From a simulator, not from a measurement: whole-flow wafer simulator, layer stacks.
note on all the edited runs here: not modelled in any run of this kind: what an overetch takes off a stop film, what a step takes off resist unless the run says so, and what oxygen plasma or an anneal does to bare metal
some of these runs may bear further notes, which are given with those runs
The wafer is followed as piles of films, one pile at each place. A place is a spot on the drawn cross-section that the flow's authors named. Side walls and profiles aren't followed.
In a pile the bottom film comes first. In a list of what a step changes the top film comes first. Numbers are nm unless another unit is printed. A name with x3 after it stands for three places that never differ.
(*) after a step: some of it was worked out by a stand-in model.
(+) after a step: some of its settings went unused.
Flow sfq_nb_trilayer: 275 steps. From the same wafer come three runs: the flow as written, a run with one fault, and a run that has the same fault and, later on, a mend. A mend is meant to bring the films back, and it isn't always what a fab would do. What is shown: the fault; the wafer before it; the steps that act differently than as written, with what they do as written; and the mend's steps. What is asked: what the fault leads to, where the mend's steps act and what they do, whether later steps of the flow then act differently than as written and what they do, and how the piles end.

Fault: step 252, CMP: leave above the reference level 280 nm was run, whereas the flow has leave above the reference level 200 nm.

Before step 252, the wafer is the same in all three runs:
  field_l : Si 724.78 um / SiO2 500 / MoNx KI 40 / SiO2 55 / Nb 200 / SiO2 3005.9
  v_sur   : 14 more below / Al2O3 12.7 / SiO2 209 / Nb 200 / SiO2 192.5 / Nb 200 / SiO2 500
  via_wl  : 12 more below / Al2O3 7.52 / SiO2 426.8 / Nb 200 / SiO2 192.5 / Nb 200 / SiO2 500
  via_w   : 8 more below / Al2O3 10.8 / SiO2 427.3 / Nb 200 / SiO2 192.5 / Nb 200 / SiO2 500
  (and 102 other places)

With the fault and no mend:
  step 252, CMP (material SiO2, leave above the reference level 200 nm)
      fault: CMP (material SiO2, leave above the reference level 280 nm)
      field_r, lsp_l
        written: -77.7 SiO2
        fault: nothing
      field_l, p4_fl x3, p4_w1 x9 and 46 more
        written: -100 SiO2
        fault: -20 SiO2
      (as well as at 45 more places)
  Steps later in the flow that act otherwise than as written (7 other steps are not shown; they differ only slightly, by no more than 2% or 0.5 nm, whichever is larger):
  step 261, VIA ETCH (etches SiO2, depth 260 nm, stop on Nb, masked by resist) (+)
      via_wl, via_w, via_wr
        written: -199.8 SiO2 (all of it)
        fault: -260 SiO2
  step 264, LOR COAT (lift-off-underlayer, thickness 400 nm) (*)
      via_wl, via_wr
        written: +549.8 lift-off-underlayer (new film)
        fault: +594.8 lift-off-underlayer (new film)
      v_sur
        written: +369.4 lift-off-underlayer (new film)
        fault: +360.2 lift-off-underlayer (new film)
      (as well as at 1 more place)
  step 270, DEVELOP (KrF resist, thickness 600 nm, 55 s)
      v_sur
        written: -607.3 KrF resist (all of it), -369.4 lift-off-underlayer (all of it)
        fault: -609.9 KrF resist (all of it), -360.2 lift-off-underlayer (all of it)
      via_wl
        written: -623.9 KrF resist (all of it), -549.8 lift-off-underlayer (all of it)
        fault: -631.4 KrF resist (all of it), -594.8 lift-off-underlayer (all of it)
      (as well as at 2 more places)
  At field_l, v_sur, via_wl and 103 more, the piles at the end differ from the flow's by more than 2% or 0.5 nm, whichever is larger.
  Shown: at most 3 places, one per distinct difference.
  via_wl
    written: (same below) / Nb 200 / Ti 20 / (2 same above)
    fault: (same below) / Nb 200 / SiO2 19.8 / Ti 20 / (2 same above)
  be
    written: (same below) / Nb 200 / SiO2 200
    fault: (same below) / Nb 200 / SiO2 280
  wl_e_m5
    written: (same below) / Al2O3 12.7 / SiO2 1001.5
    fault: (same below) / Al2O3 12.7 / SiO2 1081.5

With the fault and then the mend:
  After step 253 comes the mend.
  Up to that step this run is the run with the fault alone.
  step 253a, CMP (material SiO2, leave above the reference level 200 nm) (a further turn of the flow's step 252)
      field_l, v_sur, via_wl and 101 more
        -80 SiO2
      field_r, lsp_l
        -77.7 SiO2
  Later steps of the flow that are run all act as written at every place that is followed.
  At every place that both follow, the piles at the end match the flow's.
